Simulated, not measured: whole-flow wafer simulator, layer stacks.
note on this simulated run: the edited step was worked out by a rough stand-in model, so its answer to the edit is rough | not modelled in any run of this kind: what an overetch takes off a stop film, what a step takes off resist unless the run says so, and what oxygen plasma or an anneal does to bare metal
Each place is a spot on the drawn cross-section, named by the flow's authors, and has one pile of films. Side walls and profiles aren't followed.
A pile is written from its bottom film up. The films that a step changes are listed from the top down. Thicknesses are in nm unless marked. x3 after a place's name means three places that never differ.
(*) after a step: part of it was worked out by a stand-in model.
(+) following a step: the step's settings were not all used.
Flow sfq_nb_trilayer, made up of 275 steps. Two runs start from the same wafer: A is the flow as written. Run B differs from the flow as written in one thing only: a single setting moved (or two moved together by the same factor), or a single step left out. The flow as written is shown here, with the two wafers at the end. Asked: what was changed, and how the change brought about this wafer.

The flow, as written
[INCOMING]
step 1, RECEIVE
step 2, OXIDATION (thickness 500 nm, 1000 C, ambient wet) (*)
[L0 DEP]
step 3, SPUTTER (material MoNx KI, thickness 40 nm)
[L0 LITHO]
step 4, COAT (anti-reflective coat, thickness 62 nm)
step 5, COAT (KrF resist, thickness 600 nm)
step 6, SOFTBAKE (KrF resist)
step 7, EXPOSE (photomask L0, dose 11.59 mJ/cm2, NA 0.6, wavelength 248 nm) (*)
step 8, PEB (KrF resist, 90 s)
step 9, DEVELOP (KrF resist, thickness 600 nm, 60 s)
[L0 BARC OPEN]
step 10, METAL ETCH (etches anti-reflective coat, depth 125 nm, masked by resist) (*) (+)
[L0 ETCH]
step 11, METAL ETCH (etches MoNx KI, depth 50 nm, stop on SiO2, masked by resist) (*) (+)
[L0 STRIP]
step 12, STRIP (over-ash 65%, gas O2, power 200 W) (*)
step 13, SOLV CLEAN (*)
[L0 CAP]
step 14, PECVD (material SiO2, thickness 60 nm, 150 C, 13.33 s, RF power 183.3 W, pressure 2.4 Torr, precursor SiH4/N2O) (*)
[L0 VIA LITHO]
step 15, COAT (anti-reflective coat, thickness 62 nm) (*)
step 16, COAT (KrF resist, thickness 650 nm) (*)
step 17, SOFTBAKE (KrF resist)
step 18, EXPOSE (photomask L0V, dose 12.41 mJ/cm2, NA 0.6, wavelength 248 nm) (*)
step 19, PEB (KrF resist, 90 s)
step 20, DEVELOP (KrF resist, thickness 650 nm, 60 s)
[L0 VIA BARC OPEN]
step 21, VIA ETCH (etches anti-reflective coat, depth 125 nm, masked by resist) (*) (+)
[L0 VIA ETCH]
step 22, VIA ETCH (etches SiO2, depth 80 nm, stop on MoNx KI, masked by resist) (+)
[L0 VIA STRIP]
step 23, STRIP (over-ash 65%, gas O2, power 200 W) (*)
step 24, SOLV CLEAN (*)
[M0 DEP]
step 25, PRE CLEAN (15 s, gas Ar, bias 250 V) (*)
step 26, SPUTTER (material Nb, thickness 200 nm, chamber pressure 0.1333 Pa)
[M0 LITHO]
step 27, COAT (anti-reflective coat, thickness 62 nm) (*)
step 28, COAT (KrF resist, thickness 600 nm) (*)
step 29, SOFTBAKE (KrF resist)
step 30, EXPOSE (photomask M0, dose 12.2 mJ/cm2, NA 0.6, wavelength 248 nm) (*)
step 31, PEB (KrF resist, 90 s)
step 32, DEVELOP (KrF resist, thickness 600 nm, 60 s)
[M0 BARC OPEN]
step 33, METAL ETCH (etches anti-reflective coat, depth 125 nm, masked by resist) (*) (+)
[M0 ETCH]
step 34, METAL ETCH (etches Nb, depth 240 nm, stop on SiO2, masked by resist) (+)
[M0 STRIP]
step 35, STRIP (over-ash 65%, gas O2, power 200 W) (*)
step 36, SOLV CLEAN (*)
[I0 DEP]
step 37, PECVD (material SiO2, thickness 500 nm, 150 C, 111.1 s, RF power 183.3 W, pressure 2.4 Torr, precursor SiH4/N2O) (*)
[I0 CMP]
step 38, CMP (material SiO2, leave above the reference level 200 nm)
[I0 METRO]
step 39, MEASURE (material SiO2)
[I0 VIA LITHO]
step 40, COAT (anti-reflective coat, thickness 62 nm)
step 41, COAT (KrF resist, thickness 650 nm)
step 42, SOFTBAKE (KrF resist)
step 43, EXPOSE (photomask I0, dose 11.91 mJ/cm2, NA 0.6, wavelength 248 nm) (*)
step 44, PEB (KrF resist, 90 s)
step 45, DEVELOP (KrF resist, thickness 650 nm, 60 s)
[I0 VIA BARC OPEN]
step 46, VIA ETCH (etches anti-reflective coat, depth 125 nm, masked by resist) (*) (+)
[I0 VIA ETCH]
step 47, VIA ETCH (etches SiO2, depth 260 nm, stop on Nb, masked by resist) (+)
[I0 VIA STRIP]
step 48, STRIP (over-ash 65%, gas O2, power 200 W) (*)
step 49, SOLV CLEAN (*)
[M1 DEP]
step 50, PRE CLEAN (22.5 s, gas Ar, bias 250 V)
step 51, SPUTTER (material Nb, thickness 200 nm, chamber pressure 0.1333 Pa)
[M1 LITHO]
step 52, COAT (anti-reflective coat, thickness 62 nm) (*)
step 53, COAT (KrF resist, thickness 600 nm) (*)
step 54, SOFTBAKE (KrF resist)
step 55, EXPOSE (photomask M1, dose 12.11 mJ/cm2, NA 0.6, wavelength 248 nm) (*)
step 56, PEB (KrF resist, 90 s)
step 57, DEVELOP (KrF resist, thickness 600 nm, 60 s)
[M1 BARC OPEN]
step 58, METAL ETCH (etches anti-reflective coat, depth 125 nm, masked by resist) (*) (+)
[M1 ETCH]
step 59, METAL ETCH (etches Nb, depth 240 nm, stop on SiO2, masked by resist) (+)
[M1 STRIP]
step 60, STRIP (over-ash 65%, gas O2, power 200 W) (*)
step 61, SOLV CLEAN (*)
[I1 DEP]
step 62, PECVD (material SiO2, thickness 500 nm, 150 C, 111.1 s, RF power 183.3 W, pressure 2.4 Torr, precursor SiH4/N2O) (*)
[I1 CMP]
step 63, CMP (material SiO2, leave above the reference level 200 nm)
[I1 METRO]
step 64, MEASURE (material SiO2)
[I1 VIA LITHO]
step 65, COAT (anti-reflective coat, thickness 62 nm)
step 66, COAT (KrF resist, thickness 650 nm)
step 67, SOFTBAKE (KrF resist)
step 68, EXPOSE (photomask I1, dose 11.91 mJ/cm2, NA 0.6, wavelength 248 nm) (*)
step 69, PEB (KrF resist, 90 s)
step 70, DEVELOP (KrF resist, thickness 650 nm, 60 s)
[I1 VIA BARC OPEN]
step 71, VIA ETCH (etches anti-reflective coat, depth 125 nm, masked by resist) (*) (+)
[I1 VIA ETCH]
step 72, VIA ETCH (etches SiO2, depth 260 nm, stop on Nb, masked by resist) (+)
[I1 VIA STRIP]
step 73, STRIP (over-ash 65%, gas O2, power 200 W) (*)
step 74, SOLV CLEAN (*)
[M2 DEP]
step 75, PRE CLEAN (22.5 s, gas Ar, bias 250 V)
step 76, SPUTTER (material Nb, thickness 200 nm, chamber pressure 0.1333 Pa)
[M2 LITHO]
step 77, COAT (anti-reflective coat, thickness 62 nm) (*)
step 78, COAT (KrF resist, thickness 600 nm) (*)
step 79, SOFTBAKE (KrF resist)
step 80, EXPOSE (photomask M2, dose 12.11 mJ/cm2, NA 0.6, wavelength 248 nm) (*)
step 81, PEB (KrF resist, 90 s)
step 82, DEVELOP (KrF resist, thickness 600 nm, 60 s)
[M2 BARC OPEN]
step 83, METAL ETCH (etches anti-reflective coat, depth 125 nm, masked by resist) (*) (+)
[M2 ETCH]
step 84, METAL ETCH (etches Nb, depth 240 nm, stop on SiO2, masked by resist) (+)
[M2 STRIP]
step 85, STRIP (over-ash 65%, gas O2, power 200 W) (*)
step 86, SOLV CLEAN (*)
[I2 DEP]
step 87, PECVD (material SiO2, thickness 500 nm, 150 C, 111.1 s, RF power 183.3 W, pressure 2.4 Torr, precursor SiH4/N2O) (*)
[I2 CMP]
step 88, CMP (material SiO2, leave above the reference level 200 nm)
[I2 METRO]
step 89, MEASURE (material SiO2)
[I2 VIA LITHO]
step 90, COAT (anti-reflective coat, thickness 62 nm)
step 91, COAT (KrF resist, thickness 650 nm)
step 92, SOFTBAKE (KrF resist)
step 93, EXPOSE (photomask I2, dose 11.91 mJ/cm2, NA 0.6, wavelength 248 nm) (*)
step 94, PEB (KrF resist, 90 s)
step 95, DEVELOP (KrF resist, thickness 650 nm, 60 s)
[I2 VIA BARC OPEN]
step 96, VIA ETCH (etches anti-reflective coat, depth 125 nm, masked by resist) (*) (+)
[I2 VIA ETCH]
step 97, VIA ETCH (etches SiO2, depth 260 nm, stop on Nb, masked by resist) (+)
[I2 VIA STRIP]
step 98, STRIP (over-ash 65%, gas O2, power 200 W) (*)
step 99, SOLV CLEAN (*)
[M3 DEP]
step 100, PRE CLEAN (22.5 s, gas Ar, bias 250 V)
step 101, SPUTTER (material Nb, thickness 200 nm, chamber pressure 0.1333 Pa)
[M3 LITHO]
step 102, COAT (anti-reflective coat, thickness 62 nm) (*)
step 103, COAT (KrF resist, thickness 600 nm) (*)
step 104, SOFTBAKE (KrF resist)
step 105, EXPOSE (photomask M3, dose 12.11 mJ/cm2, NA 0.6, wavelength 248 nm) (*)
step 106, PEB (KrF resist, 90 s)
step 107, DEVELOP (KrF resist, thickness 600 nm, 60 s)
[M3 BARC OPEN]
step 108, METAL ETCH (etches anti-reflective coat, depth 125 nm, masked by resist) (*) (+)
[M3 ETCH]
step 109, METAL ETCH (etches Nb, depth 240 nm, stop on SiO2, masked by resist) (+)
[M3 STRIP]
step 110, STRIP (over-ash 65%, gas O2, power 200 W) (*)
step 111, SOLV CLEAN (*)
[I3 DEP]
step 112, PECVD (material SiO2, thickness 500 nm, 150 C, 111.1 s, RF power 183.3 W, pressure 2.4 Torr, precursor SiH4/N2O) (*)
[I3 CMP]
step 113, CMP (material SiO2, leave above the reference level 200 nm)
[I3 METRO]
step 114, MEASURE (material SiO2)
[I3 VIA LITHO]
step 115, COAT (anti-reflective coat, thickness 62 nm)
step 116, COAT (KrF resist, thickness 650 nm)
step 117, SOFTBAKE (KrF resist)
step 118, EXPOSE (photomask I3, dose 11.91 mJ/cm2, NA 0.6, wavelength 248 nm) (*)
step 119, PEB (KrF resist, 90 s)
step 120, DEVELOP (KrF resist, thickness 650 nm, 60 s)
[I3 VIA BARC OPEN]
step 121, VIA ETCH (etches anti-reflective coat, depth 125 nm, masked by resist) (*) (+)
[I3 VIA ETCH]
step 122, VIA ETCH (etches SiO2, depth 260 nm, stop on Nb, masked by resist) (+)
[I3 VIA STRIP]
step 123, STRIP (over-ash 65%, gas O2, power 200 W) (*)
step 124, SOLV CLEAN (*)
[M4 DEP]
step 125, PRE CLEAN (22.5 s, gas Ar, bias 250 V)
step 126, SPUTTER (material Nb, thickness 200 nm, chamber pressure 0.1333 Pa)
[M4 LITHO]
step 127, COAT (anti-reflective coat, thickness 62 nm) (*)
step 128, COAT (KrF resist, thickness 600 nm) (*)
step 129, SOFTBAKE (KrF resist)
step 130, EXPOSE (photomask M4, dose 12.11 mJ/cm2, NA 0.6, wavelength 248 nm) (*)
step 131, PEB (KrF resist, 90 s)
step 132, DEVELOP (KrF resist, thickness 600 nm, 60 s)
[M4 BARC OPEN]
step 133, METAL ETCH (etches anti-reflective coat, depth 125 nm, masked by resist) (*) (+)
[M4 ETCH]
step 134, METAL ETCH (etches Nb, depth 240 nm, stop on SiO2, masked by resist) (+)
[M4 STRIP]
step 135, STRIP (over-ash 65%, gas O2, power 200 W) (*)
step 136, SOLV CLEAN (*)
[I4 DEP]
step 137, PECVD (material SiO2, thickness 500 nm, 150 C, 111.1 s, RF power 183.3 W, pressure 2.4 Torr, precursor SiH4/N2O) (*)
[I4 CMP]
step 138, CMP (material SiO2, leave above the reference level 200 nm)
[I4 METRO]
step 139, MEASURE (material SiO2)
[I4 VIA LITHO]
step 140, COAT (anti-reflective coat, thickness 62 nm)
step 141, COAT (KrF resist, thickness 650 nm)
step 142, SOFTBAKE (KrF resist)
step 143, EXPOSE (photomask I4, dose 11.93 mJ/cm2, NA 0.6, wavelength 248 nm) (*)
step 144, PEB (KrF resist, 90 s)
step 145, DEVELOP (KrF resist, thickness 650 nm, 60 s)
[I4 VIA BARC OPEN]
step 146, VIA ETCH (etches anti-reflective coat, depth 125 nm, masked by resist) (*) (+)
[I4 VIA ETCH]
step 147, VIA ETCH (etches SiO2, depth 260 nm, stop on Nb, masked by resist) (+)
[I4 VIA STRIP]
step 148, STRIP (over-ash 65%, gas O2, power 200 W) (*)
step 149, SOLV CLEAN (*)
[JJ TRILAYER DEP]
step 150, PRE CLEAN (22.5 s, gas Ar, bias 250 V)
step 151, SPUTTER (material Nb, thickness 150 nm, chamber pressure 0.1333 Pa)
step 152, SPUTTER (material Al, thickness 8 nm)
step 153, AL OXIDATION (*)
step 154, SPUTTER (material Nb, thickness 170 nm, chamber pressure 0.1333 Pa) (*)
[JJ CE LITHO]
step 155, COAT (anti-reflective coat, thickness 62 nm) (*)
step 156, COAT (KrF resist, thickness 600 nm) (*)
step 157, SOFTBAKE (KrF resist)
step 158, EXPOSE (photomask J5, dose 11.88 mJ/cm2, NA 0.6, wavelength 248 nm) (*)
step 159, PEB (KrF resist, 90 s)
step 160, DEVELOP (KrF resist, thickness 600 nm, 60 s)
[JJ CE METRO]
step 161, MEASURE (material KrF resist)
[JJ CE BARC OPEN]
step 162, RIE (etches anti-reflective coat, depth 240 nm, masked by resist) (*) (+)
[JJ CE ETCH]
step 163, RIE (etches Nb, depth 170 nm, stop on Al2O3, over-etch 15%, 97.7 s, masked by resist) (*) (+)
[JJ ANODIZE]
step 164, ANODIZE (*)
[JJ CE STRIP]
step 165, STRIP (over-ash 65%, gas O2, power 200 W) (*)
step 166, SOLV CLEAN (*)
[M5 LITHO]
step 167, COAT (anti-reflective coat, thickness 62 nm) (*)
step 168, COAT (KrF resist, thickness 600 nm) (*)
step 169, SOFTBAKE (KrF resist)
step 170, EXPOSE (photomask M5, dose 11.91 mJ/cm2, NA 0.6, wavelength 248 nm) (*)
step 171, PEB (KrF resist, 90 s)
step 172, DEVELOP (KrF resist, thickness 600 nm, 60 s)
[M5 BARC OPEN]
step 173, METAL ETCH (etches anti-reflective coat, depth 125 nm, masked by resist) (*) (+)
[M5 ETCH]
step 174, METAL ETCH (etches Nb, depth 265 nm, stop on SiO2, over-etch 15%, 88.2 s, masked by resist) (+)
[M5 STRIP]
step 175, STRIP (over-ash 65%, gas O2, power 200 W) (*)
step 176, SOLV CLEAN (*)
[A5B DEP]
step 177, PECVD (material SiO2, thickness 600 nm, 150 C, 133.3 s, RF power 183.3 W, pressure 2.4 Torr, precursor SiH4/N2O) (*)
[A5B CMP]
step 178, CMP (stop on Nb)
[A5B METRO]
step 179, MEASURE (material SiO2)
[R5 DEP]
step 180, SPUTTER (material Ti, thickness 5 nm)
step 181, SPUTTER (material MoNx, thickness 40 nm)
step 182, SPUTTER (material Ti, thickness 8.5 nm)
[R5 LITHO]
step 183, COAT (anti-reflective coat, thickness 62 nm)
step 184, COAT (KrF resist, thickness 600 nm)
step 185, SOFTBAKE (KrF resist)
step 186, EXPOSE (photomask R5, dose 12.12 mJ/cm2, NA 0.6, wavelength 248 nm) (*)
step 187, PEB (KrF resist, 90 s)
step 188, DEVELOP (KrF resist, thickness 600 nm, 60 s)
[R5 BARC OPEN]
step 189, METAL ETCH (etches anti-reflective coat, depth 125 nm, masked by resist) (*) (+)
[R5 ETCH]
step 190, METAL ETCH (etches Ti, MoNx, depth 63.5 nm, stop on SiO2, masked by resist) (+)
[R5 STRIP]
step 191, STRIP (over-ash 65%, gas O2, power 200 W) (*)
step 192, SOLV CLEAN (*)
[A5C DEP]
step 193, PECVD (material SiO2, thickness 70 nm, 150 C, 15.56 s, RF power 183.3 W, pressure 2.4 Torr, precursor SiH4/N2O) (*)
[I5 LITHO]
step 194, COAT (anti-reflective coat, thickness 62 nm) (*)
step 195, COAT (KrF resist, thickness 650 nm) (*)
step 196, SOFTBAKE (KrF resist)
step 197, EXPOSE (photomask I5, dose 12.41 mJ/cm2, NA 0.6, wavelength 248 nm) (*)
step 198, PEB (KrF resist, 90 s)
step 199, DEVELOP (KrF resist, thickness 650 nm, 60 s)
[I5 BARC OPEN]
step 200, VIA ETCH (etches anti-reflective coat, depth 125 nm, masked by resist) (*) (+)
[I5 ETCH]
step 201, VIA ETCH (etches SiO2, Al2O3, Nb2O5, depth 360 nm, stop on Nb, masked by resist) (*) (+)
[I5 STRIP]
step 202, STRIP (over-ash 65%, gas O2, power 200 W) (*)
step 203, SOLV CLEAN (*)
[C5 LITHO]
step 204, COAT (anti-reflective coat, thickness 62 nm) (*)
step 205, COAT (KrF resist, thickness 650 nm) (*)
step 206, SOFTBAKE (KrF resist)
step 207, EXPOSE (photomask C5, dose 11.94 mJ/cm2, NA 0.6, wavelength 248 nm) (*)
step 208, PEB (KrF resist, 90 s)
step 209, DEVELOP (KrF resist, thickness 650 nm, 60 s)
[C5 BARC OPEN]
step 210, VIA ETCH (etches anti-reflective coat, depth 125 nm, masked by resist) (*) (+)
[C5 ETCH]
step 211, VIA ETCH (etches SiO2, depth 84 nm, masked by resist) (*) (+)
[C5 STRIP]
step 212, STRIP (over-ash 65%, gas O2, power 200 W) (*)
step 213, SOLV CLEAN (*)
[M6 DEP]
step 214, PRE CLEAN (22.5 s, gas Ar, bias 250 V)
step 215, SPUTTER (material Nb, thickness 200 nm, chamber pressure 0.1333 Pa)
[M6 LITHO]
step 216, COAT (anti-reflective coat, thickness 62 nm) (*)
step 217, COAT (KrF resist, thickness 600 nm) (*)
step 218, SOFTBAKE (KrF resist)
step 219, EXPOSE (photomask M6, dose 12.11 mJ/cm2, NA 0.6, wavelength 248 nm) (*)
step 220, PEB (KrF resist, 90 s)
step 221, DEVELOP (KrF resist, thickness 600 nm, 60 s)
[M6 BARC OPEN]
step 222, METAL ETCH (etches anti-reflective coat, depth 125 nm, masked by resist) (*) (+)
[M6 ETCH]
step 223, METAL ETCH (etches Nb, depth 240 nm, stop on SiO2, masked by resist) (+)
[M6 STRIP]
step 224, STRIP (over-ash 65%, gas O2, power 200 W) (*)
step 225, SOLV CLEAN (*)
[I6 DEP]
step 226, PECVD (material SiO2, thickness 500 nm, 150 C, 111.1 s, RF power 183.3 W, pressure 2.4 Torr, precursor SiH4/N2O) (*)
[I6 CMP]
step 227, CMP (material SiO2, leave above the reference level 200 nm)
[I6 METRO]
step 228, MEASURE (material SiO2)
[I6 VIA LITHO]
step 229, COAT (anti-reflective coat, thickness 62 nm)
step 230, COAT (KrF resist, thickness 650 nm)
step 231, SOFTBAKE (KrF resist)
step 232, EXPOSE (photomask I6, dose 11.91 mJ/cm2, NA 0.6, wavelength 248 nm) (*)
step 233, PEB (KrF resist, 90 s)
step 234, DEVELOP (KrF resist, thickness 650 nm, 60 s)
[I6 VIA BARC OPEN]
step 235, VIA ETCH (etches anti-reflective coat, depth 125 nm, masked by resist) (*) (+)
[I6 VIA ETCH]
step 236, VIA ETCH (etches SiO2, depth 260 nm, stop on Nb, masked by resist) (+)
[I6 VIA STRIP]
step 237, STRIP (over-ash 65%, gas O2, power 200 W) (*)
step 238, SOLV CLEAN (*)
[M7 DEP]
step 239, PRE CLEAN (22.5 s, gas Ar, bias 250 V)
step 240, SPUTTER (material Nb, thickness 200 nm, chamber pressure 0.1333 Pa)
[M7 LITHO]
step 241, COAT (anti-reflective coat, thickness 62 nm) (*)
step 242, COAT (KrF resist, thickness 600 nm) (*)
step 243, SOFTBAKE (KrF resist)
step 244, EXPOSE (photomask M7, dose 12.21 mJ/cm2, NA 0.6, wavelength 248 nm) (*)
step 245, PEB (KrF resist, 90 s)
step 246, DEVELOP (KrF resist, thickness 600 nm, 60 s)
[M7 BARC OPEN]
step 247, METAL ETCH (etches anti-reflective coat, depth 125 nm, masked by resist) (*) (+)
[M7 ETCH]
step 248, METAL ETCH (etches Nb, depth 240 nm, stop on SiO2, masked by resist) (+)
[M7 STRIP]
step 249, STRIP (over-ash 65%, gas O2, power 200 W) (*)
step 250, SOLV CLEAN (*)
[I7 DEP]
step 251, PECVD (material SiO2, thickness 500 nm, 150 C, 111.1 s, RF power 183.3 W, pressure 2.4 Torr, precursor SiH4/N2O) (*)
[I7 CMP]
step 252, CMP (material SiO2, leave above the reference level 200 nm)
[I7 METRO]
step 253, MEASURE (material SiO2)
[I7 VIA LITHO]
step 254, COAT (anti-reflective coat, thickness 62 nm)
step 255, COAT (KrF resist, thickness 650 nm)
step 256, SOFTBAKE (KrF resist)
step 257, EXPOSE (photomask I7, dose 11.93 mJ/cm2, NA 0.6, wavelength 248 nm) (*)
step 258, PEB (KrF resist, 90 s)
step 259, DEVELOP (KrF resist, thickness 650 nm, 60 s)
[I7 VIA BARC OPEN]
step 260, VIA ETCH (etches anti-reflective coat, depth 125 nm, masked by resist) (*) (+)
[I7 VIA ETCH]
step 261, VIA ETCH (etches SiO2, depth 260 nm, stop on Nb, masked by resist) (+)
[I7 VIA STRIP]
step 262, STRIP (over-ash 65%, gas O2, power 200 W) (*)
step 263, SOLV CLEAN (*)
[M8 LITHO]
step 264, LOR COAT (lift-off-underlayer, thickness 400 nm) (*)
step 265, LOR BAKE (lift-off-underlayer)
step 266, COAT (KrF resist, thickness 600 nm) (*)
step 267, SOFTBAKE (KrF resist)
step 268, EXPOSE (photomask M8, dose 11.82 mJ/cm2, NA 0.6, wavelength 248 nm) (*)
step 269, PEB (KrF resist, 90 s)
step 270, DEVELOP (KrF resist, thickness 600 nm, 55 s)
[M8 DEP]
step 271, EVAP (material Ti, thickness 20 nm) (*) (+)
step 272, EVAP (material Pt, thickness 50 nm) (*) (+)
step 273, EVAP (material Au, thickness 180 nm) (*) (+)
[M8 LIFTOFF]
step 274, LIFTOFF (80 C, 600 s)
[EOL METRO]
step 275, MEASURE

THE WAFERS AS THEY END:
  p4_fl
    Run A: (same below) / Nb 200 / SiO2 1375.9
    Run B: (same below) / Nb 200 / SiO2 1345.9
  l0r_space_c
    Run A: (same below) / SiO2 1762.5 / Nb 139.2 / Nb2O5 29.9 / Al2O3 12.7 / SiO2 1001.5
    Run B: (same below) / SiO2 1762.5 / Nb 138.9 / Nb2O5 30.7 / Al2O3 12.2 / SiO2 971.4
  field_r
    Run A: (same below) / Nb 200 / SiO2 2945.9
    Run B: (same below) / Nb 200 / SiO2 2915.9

Cause: step 154, SPUTTER: thickness 140 nm was run, though the flow has thickness 170 nm.

How this came from the change, step by step:
  step 154, SPUTTER (material Nb, thickness 170 nm, chamber pressure 0.1333 Pa) (*)
      field_l, v_sur, via_sp and 100 more: A +170 Nb (new film) | B +140 Nb (new film)
      via_wl, via_wr: A +140.7 Nb (new film) | B +115.8 Nb (new film)
      (and at 1 other place as well)
  step 155, COAT (anti-reflective coat, thickness 62 nm) (*)
      via_wl, via_wr: A +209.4 anti-reflective coat (new film) | B +201.6 anti-reflective coat (new film)
      via_w: A +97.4 anti-reflective coat (new film) | B +94.9 anti-reflective coat (new film)
  step 162, RIE (etches anti-reflective coat, depth 240 nm, masked by resist) (*) (+)
      ce_l, c5j, ce_r, wl_jj: A -209.4 KrF resist | B -201.6 KrF resist
      via_wl, via_wr: A -209.4 anti-reflective coat (all of it) | B -201.6 anti-reflective coat (all of it)
      (and at 1 other place as well)
  step 163, RIE (etches Nb, depth 170 nm, stop on Al2O3, over-etch 15%, 97.7 s, masked by resist) (*) (+)
      field_l, v_sur, via_sp and 96 more: A -170 Nb (all of it), -0.51 Al2O3 | B -140 Nb (all of it), -0.96 Al2O3 (all of it)
      via_wl, via_wr: A -140.7 Nb (all of it), -0.96 Al2O3 (all of it) | B -115.8 Nb (all of it), -0.96 Al2O3 (all of it)
      (and at 1 other place as well)
  step 164, ANODIZE (*)
      field_l, v_sur, via_sp and 96 more: A +12.2 Al2O3, +29.9 Nb2O5 (new film), -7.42 Al (all of it), -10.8 Nb | B +12.2 Al2O3 (new film), +30.7 Nb2O5 (new film), -7.42 Al (all of it), -11.1 Nb
  step 165, STRIP (over-ash 65%, gas O2, power 200 W) (*)
      ce_l: A -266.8 KrF resist (all of it), -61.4 anti-reflective coat (all of it) | B -274.6 KrF resist (all of it), -61.4 anti-reflective coat (all of it)
      c5j: A -266.9 KrF resist (all of it), -61.5 anti-reflective coat (all of it) | B -274.6 KrF resist (all of it), -61.5 anti-reflective coat (all of it)
      (and at 2 other places as well)
  step 167, COAT (anti-reflective coat, thickness 62 nm) (*)
      wl_j_sl, wl_j_sr: A +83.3 anti-reflective coat (new film) | B +79.3 anti-reflective coat (new film)
      jj_sur: A +82.6 anti-reflective coat (new film) | B +78.7 anti-reflective coat (new film)
      (and at 5 other places as well)
  step 168, COAT (KrF resist, thickness 600 nm) (*)
      ce_l: A +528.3 KrF resist (new film) | B +546.8 KrF resist (new film)
      c5j: A +507.6 KrF resist (new film) | B +526.4 KrF resist (new film)
      (and at 2 other places as well)
  step 174, METAL ETCH (etches Nb, depth 265 nm, stop on SiO2, over-etch 15%, 88.2 s, masked by resist) (+)
      field_l, r_sur, res and 50 more: A -12.6 Al2O3 (all of it), -29.9 Nb2O5 (all of it), -139.2 Nb (all of it), -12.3 SiO2 | B -12.2 Al2O3 (all of it), -30.7 Nb2O5 (all of it), -138.9 Nb (all of it), -12.3 SiO2
  step 175, STRIP (over-ash 65%, gas O2, power 200 W) (*)
      wl_j_sl, wl_j_sr: A -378 KrF resist (all of it), -83.3 anti-reflective coat (all of it) | B -375.6 KrF resist (all of it), -79.3 anti-reflective coat (all of it)
      jj_sur: A -374.7 KrF resist (all of it), -82.6 anti-reflective coat (all of it) | B -372.6 KrF resist (all of it), -78.7 anti-reflective coat (all of it)
      (and at 5 other places as well)
  step 178, CMP (stop on Nb)
      v_sur, via_sp, via_v and 43 more: A -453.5 SiO2 | B -483.6 SiO2
      field_l, p4_fl, p4_fm and 39 more: A -259.3 SiO2 | B -289.3 SiO2
      (and at 14 other places as well)
  step 201, VIA ETCH (etches SiO2, Al2O3, Nb2O5, depth 360 nm, stop on Nb, masked by resist) (*) (+)
      be: A -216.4 SiO2 (all of it), -12.7 Al2O3 (all of it), -29.9 Nb2O5 (all of it) | B -186.3 SiO2 (all of it), -12.2 Al2O3 (all of it), -30.7 Nb2O5 (all of it)
  step 204, COAT (anti-reflective coat, thickness 62 nm) (*)
      be: A +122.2 anti-reflective coat (new film) | B +117.8 anti-reflective coat (new film)
      be_sur: A +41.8 anti-reflective coat (new film) | B +42.9 anti-reflective coat (new film)
  step 205, COAT (KrF resist, thickness 650 nm) (*)
      be: A +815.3 KrF resist (new film) | B +794.1 KrF resist (new film)
  step 212, STRIP (over-ash 65%, gas O2, power 200 W) (*)
      be: A -728.2 KrF resist (all of it), -122.2 anti-reflective coat (all of it) | B -707 KrF resist (all of it), -117.8 anti-reflective coat (all of it)
      be_sur: A -559.6 KrF resist (all of it), -41.8 anti-reflective coat (all of it) | B -561.4 KrF resist (all of it), -42.9 anti-reflective coat (all of it)
  step 215, SPUTTER (material Nb, thickness 200 nm, chamber pressure 0.1333 Pa)
      be: A +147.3 Nb | B +154.2 Nb
  ... another 3 steps ...
  step 226, PECVD (material SiO2, thickness 500 nm, 150 C, 111.1 s, RF power 183.3 W, pressure 2.4 Torr, precursor SiH4/N2O) (*)
      be: A +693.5 SiO2 (new film) | B +657 SiO2 (new film)
